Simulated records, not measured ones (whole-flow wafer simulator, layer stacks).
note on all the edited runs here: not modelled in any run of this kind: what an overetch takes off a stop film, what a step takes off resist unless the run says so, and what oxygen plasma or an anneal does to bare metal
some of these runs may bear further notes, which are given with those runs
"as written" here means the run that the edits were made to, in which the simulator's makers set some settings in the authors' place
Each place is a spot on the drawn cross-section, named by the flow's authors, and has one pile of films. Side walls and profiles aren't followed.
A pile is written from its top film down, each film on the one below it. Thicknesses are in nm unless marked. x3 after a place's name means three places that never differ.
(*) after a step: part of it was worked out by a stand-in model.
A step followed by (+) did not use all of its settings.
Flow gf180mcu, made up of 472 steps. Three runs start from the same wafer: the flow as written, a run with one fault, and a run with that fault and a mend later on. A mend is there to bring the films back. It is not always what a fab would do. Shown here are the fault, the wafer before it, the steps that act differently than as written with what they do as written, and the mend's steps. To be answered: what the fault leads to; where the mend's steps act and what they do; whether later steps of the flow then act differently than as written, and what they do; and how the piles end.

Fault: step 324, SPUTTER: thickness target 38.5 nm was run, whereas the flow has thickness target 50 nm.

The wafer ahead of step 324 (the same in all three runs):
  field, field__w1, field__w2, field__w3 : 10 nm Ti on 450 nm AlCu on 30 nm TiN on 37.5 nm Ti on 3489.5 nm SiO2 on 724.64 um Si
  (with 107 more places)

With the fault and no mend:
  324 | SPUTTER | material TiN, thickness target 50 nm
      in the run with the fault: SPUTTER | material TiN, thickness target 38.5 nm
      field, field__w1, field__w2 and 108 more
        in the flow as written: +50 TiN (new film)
        in the run with the fault: +38.5 TiN (new film)
  Later steps of the flow acting differently than as written (5 more steps, not shown, differ only slightly: by at most 2% or 0.5 nm, whichever is larger):
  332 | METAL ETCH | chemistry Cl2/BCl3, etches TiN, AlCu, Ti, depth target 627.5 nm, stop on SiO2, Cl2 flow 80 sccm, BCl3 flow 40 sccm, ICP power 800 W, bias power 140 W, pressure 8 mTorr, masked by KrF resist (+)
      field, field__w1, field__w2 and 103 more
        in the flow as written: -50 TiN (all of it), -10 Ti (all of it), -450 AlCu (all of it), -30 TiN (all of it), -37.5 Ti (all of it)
        in the run with the fault: -38.5 TiN (all of it), -10 Ti (all of it), -450 AlCu (all of it), -30 TiN (all of it), -37.5 Ti (all of it)
  At field__w8, contact, m1, m1__w1, m1_nw, the piles at the end differ from the flow's by more than 2% or 0.5 nm, whichever is larger.
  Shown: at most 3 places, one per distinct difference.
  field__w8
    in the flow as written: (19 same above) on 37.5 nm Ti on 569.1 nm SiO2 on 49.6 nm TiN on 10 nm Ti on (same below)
    in the run with the fault: (19 same above) on 37.5 nm Ti on 580.6 nm SiO2 on 38.1 nm TiN on 10 nm Ti on (same below)
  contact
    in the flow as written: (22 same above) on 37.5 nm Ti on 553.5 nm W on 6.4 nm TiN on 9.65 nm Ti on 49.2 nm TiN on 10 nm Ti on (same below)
    in the run with the fault: (22 same above) on 37.5 nm Ti on 565.1 nm W on 6.36 nm TiN on 9.59 nm Ti on 37.7 nm TiN on 10 nm Ti on (same below)

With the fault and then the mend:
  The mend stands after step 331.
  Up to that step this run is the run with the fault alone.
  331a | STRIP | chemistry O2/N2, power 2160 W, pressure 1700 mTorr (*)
      field__w8, contact, m1, m1__w1, m1_nw
        -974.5 KrF resist (all of it)
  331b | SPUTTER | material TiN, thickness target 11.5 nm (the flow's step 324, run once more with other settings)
      field, field__w1, field__w2 and 108 more
        +11.5 TiN
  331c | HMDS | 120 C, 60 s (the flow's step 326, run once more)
      leaves every film unchanged at each place that is followed
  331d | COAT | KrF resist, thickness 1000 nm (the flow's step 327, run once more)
      field, field__w1, field__w2 and 108 more
        +1000 KrF resist (new film)
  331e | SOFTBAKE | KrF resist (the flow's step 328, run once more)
      leaves every film unchanged at each place that is followed
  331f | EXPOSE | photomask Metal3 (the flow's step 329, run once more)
      leaves every film unchanged at each place that is followed
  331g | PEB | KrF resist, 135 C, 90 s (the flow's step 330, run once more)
      field, field__w1, field__w2 and 108 more
        -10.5 KrF resist
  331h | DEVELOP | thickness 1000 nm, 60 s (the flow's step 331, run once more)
      field, field__w1, field__w2 and 103 more
        -989.5 KrF resist (all of it)
      field__w8, contact, m1, m1__w1, m1_nw
        -14.9 KrF resist
  Later steps of the flow that are run all act as written at every place that is followed.
  By the end, the piles equal the flow's at every place that both follow.
